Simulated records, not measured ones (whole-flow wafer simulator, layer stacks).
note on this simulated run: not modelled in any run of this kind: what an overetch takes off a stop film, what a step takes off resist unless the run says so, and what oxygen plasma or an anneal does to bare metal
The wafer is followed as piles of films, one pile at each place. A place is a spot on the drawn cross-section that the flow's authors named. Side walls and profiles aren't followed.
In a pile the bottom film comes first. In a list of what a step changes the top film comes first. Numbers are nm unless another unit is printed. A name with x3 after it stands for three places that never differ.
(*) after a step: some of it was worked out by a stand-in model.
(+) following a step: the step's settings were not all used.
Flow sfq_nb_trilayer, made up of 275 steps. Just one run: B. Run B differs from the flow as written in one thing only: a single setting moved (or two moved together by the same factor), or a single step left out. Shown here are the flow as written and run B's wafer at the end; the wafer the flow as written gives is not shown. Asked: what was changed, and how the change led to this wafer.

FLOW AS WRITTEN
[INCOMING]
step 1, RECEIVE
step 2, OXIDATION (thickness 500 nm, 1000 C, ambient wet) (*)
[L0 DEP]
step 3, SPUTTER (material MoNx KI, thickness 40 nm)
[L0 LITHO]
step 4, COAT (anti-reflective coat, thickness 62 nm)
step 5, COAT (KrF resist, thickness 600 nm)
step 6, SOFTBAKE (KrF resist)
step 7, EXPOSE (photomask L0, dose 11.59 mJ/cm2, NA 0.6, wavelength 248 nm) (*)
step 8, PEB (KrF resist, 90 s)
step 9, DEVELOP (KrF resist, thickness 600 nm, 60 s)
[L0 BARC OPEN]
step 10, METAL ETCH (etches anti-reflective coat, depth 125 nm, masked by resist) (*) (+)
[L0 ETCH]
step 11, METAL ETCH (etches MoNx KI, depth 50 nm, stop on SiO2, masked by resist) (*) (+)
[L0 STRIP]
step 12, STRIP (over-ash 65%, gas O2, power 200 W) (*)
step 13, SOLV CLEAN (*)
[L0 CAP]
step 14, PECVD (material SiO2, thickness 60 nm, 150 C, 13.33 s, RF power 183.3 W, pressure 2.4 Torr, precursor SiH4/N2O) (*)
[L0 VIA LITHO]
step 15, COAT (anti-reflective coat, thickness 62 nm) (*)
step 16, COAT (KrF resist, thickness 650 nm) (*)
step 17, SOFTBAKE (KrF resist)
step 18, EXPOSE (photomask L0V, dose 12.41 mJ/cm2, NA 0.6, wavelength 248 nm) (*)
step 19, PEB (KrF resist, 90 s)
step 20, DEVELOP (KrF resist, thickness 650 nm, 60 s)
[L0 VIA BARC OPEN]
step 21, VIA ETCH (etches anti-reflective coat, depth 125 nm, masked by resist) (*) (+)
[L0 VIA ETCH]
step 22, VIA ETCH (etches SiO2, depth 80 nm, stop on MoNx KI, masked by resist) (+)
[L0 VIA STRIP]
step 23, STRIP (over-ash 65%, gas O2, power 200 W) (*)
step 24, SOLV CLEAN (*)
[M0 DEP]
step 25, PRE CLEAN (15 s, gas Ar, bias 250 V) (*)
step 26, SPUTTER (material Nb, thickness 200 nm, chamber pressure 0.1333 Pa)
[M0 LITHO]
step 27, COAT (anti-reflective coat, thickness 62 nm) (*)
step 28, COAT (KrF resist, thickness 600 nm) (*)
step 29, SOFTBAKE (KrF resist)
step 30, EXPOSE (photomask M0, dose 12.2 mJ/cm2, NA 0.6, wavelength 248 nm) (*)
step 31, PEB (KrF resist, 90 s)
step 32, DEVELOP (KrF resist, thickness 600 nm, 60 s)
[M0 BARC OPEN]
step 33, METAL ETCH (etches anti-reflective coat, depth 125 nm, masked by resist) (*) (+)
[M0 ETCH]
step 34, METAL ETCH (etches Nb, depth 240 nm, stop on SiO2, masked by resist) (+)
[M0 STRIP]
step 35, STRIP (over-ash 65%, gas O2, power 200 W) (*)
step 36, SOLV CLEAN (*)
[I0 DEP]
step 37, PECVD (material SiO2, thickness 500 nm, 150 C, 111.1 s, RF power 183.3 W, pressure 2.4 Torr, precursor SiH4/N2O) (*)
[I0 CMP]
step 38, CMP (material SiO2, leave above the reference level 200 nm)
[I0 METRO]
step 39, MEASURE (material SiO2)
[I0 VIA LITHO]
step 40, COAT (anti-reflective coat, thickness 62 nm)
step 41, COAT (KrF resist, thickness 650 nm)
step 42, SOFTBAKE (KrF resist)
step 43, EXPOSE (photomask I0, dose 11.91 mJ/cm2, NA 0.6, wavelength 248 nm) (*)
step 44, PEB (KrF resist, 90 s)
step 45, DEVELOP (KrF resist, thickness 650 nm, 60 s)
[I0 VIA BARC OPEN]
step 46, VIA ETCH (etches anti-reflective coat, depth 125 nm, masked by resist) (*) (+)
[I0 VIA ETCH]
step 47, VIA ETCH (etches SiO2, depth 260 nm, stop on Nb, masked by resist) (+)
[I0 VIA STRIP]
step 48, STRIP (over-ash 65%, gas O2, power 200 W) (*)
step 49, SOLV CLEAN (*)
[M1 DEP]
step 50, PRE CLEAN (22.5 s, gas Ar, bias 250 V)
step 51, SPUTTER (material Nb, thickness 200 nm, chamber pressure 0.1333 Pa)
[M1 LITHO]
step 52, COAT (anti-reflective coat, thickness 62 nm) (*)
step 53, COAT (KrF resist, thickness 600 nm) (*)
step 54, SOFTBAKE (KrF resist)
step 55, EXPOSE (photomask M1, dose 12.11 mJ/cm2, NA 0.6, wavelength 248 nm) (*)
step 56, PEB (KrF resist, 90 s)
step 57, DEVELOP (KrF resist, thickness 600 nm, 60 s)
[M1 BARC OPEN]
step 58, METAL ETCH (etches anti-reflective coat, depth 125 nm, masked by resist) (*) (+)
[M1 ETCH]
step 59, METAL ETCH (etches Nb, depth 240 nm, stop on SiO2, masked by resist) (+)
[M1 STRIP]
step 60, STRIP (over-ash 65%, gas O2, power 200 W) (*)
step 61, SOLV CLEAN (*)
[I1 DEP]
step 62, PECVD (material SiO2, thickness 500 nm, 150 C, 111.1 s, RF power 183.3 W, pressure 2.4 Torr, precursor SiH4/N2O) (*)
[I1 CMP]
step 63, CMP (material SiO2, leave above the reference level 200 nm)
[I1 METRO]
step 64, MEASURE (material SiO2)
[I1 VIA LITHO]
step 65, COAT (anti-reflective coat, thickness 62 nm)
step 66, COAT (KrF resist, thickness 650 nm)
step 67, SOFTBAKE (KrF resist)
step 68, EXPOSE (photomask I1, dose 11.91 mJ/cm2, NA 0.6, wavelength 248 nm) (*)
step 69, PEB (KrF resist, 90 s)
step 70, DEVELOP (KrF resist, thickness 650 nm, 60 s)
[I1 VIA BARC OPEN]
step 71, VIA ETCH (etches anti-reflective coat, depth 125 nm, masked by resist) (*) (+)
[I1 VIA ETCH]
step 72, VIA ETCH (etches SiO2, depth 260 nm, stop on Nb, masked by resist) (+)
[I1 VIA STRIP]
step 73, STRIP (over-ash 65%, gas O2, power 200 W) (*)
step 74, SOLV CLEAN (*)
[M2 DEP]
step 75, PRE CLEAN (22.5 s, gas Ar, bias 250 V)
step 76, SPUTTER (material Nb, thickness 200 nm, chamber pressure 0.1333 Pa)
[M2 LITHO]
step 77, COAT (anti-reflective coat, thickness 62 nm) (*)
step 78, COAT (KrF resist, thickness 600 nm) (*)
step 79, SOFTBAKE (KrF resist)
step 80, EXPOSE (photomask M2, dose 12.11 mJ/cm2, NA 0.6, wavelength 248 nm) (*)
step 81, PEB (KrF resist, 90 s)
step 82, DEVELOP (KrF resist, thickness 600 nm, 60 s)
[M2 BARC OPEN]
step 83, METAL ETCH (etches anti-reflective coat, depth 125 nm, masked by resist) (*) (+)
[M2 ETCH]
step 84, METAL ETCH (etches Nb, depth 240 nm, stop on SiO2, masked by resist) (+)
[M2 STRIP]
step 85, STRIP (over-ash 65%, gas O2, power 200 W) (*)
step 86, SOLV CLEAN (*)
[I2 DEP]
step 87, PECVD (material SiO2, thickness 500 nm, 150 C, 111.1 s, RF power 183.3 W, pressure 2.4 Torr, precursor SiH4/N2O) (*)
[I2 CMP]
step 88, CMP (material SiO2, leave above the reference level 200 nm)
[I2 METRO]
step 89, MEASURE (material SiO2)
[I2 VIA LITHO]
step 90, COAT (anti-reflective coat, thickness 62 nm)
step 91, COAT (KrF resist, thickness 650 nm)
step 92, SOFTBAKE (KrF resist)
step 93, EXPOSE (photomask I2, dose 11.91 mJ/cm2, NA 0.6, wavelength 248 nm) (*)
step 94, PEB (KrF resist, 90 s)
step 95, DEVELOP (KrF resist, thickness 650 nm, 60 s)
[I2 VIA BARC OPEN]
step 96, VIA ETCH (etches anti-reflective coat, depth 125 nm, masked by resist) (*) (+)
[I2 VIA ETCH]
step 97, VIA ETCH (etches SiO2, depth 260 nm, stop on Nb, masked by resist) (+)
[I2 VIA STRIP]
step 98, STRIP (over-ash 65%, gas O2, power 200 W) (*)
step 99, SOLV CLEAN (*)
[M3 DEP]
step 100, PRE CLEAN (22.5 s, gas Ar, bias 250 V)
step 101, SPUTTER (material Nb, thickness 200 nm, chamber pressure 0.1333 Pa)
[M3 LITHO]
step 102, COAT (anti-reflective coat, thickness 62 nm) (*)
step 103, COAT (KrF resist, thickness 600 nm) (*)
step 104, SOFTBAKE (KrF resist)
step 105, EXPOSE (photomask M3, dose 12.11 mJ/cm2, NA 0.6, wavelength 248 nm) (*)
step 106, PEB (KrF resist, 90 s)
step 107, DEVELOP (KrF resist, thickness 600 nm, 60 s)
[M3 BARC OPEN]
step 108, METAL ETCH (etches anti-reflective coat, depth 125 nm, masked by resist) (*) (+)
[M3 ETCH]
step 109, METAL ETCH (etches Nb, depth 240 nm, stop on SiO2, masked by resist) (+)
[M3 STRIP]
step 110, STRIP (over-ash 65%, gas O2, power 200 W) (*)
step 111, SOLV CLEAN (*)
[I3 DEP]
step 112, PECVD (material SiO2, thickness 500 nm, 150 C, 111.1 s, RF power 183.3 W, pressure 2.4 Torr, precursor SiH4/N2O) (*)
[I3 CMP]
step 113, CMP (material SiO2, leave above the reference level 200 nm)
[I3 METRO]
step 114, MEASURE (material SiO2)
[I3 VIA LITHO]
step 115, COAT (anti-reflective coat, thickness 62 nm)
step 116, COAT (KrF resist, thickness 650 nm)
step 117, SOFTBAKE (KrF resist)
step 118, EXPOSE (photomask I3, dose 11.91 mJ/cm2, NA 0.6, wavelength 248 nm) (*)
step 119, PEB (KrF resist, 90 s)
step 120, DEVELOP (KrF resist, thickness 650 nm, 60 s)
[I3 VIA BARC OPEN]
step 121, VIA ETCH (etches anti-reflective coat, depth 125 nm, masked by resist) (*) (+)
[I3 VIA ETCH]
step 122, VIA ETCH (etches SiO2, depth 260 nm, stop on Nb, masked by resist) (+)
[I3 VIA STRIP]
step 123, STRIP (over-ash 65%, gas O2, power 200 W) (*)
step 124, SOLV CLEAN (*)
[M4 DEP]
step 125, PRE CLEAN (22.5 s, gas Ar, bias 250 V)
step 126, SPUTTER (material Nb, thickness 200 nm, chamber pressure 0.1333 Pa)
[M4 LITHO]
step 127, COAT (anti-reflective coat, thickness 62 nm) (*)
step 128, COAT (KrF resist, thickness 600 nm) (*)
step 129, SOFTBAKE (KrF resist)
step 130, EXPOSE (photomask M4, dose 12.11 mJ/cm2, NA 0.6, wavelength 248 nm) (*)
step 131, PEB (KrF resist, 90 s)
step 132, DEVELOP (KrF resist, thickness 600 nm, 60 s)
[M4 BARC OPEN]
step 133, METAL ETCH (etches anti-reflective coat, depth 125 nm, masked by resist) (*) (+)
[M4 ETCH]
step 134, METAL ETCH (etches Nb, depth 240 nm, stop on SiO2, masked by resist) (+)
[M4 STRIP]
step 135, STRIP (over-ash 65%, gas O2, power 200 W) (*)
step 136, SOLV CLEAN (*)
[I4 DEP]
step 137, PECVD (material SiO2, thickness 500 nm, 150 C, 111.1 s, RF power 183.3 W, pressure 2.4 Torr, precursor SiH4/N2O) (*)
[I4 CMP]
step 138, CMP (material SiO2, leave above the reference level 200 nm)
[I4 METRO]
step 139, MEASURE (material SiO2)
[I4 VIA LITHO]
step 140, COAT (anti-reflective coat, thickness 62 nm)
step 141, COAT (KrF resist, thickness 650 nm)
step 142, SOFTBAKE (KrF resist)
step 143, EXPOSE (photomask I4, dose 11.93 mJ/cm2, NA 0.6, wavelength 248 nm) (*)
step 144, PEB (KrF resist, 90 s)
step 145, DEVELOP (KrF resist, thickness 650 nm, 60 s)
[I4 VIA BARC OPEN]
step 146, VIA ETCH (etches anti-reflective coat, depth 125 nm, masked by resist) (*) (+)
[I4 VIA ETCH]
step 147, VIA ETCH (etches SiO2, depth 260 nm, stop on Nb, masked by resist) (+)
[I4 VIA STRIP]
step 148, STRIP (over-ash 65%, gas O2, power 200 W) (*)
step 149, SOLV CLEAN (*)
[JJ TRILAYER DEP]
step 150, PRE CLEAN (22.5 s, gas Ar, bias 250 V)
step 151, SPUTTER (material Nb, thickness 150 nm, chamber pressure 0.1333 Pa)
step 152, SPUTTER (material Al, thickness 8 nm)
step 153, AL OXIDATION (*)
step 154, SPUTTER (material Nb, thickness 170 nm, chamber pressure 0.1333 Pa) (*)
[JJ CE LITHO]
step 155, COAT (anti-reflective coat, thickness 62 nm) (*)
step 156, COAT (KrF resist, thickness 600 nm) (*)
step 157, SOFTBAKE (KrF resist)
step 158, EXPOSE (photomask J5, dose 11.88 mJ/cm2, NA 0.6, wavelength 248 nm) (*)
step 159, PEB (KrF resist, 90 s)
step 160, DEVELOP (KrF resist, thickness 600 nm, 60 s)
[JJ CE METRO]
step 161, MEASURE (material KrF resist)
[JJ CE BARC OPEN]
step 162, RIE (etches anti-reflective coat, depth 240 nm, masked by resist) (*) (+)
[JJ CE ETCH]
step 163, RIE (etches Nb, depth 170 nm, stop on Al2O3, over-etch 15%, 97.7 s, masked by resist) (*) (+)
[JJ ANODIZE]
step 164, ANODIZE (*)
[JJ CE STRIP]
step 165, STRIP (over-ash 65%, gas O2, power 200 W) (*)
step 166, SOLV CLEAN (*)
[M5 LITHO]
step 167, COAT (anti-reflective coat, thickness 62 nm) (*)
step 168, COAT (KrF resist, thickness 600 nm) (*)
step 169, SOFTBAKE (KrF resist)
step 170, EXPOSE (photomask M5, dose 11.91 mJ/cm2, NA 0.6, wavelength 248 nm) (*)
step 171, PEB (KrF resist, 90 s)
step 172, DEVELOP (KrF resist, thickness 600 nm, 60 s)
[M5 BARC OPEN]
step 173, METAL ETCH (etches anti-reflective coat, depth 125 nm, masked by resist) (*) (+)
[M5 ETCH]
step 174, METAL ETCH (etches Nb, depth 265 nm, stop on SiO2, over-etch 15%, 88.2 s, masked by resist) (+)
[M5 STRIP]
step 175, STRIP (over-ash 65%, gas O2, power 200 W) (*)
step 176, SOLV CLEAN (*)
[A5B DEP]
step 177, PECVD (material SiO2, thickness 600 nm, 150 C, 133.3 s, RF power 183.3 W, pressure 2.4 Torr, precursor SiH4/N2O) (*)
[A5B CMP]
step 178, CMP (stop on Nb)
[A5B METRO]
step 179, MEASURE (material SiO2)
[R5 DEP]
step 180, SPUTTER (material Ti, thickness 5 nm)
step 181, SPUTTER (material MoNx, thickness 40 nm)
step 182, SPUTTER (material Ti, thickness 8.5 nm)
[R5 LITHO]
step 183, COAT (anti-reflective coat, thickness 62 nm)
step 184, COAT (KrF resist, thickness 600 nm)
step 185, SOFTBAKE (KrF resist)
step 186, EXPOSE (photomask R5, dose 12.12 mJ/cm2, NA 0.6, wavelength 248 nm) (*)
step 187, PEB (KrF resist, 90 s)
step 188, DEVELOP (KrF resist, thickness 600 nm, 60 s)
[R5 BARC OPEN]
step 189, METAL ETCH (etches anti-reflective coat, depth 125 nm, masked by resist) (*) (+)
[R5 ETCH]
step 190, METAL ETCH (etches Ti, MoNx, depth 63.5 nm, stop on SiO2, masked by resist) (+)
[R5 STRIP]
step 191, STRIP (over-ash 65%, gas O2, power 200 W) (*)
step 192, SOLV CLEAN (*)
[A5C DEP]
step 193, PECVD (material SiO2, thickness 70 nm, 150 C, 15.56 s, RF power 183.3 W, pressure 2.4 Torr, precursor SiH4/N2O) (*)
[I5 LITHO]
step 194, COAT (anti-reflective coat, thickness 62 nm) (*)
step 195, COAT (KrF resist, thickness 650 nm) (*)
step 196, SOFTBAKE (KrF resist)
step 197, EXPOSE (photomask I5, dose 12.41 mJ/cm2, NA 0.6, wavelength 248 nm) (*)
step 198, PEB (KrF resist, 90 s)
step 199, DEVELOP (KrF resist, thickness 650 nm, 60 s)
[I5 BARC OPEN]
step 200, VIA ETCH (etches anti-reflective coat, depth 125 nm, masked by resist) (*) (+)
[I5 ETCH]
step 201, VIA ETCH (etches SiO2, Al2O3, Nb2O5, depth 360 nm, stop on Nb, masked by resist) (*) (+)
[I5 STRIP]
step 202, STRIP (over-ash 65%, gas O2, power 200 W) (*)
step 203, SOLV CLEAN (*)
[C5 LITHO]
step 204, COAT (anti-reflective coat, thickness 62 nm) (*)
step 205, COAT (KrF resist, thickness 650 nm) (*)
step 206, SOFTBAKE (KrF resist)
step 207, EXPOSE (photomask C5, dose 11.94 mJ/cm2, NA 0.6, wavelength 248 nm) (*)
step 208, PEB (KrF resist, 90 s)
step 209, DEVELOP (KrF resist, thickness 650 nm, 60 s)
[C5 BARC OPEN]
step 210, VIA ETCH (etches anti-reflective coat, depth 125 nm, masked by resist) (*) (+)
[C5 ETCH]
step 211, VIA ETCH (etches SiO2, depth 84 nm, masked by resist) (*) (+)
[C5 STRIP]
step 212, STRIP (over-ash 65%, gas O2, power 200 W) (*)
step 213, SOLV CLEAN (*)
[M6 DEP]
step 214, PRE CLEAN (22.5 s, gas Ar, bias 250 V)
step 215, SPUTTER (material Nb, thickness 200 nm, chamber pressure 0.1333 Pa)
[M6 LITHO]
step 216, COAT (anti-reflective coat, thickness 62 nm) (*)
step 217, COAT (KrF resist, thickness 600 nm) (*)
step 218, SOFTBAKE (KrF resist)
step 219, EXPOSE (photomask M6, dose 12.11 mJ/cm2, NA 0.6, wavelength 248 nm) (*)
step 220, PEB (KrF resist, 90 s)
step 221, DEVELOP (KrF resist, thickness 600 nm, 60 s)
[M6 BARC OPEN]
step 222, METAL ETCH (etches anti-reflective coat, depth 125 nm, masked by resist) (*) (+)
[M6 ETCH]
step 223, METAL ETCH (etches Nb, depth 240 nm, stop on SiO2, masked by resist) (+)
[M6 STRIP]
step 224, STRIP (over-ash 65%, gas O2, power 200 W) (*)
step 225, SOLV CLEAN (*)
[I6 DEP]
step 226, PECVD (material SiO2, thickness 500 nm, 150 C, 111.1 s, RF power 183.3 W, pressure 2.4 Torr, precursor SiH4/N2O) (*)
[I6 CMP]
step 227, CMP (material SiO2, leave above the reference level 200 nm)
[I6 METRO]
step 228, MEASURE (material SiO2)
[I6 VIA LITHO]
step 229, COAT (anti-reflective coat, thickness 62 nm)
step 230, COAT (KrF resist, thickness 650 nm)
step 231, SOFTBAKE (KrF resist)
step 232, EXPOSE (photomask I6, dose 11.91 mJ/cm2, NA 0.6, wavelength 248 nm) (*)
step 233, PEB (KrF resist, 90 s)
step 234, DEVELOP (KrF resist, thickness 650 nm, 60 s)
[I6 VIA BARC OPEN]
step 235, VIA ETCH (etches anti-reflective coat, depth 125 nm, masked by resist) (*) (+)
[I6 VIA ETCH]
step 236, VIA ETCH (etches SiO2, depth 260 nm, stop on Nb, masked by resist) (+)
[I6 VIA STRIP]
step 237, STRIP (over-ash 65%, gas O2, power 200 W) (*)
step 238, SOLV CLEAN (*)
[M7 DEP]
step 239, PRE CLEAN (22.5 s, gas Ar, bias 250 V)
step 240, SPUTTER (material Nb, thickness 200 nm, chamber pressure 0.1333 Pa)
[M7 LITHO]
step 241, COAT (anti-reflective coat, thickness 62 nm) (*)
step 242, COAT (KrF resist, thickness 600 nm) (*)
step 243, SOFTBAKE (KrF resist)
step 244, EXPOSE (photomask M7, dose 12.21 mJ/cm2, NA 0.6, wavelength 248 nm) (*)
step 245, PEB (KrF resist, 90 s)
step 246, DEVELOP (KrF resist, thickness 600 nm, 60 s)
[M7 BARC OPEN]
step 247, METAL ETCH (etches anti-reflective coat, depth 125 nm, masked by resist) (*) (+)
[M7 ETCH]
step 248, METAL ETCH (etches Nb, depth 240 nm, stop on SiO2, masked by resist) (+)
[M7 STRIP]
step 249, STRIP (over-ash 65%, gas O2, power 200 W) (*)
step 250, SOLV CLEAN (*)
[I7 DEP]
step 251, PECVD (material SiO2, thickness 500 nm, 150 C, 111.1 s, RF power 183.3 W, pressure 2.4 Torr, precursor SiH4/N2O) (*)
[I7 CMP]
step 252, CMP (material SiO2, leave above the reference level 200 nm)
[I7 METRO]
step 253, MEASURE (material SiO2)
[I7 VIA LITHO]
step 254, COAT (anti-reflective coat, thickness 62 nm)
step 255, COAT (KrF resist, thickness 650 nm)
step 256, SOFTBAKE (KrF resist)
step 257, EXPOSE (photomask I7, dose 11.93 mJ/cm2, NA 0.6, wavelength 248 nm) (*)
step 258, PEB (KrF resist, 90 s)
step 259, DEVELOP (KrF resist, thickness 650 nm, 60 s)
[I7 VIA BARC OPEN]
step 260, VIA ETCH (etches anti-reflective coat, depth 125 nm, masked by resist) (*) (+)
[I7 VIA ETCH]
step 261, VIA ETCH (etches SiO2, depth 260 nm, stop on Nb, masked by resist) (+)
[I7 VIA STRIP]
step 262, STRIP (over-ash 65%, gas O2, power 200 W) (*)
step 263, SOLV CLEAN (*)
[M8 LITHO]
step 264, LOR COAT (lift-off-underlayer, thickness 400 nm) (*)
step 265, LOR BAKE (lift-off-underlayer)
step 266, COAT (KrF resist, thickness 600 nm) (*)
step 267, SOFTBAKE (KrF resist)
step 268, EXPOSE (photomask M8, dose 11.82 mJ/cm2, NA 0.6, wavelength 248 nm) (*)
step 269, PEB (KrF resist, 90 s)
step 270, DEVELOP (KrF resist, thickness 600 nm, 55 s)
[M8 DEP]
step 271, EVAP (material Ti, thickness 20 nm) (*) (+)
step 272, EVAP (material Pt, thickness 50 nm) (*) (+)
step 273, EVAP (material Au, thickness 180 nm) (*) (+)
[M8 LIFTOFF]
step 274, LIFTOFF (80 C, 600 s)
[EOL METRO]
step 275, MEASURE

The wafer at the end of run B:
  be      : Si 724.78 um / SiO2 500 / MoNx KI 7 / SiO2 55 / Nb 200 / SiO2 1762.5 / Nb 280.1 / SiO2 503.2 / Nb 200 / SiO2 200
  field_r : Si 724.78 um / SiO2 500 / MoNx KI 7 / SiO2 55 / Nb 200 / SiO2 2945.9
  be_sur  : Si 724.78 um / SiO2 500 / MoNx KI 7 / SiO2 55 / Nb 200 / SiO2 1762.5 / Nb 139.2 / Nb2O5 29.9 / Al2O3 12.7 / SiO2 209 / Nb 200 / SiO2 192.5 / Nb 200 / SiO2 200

What caused this: step 3, SPUTTER: thickness 57 nm was run, whereas the flow has thickness 40 nm.

How this came from the change, step by step:
  step 3, SPUTTER (material MoNx KI, thickness 40 nm)
      field_l, v_sur, via_wl and 103 more: +57 MoNx KI (new film) (it would be, as written: +40 MoNx KI (new film))
  step 11, METAL ETCH (etches MoNx KI, depth 50 nm, stop on SiO2, masked by resist) (*) (+)
      v_sur, via_wl, via_w and 97 more: -50 MoNx KI (it would be, as written: -40 MoNx KI (all of it))
  step 14, PECVD (material SiO2, thickness 60 nm, 150 C, 13.33 s, RF power 183.3 W, pressure 2.4 Torr, precursor SiH4/N2O) (*)
      v_sur, via_wl, via_w and 97 more: +60 SiO2 (new film) (it would be, as written: +60 SiO2)
  step 15, COAT (anti-reflective coat, thickness 62 nm) (*)
      field_l: +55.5 anti-reflective coat (new film) (it would be, as written: +56.7 anti-reflective coat (new film))
      v_sur: +74.9 anti-reflective coat (new film) (it would be, as written: +72.2 anti-reflective coat (new film))
      (and at 2 other places as well)
  step 23, STRIP (over-ash 65%, gas O2, power 200 W) (*)
      field_l: -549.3 KrF resist (all of it), -55.5 anti-reflective coat (all of it) (it would be, as written: -551.4 KrF resist (all of it), -56.7 anti-reflective coat (all of it))
      v_sur: -573.1 KrF resist (all of it), -74.9 anti-reflective coat (all of it) (it would be, as written: -570.5 KrF resist (all of it), -72.2 anti-reflective coat (all of it))
      (and at 2 other places as well)
  step 27, COAT (anti-reflective coat, thickness 62 nm) (*)
      v_sur: +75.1 anti-reflective coat (new film) (it would be, as written: +72.3 anti-reflective coat (new film))
      l0_sur: +46.5 anti-reflective coat (new film) (it would be, as written: +47.5 anti-reflective coat (new film))
      (and at 1 other place as well)
  step 35, STRIP (over-ash 65%, gas O2, power 200 W) (*)
      v_sur: -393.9 KrF resist (all of it), -75.1 anti-reflective coat (all of it) (it would be, as written: -391.6 KrF resist (all of it), -72.3 anti-reflective coat (all of it))
      l0_sur: -369.2 KrF resist (all of it), -46.5 anti-reflective coat (all of it) (it would be, as written: -372 KrF resist (all of it), -47.5 anti-reflective coat (all of it))
      (and at 1 other place as well)
  step 38, CMP (material SiO2, leave above the reference level 200 nm)
      field_l, l0_sur, l0r_line_l, l0r_line_c, l0r_line_r: -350 SiO2 (it would be, as written: -340 SiO2)
      l0v: -287.8 SiO2 (it would be, as written: -277.8 SiO2)
With metal films that touch counted as one body, be has 4 bodies (between them, from the top down: SiO2 503.2; SiO2 1762.5; SiO2 55); the flow as written gives 3 bodies (between them, from the top down: SiO2 503.2; SiO2 1762.5).
With metal films that touch counted as one body, field_r has 2 bodies (between them, from the top down: SiO2 55); the flow as written gives 1 body.
With metal films that touch counted as one body, be_sur has 5 bodies (between them, from the top down: SiO2 192.5; SiO2 209 / Al2O3 12.7 / Nb2O5 29.9; SiO2 1762.5; SiO2 55); the flow as written gives 4 bodies (between them, from the top down: SiO2 192.5; SiO2 209 / Al2O3 12.7 / Nb2O5 29.9; SiO2 1762.5).
